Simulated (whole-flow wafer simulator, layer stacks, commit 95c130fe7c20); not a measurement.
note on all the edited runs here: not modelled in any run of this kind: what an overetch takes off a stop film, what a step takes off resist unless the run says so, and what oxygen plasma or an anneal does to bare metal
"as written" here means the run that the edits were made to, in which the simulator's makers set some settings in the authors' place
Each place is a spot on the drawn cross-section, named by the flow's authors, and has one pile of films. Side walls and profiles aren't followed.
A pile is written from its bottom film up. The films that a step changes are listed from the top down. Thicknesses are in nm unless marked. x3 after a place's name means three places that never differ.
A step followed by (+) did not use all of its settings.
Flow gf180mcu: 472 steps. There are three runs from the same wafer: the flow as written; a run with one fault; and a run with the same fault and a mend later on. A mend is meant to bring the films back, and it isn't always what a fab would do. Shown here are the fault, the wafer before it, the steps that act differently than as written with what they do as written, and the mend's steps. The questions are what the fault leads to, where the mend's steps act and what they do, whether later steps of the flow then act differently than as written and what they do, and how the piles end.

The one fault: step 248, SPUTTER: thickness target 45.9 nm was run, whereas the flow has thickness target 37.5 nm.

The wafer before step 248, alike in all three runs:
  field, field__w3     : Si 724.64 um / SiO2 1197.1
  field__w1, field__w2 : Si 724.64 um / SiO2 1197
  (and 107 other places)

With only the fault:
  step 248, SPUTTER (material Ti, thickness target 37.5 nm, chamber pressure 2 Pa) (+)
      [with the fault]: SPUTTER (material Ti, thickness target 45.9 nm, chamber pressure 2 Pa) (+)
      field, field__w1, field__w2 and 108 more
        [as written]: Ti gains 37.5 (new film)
        [with the fault]: Ti gains 45.9 (new film)
  Steps later in the flow that act otherwise than as written:
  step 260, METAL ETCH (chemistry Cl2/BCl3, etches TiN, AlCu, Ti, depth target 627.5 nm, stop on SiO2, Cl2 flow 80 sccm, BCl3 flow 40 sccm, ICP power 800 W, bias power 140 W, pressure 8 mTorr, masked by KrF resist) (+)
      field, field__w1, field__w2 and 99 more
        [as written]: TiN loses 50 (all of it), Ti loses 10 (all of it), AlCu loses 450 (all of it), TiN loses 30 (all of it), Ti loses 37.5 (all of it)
        [with the fault]: TiN loses 50 (all of it), Ti loses 10 (all of it), AlCu loses 450 (all of it), TiN loses 30 (all of it), Ti loses 45.9 (all of it)
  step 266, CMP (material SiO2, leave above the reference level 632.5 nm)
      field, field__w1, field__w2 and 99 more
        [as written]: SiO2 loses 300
        [with the fault]: SiO2 loses 291.6
  By the end, the piles at field__w8, contact, m1 and 6 more depart from the flow's by more than 2% or 0.5 nm, whichever is larger.
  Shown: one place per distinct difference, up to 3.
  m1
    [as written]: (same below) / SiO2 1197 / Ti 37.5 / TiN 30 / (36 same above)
    [with the fault]: (same below) / SiO2 1197 / Ti 45.9 / TiN 30 / (36 same above)
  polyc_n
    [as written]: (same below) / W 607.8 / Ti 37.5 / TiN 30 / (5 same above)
    [with the fault]: (same below) / W 607.8 / Ti 45.9 / TiN 30 / (5 same above)
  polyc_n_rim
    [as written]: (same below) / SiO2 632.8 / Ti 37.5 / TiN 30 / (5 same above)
    [with the fault]: (same below) / SiO2 632.8 / Ti 45.9 / TiN 30 / (5 same above)

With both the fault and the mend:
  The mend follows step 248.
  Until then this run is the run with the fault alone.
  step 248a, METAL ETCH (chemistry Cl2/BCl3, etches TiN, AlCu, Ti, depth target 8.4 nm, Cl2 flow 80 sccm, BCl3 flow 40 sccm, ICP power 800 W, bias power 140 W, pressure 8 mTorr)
      field, field__w1, field__w2 and 108 more
        Ti loses 8.4
  None of the later steps of the flow acts differently than as written at any place that is followed.
  By the end, the piles equal the flow's at every place that both follow.
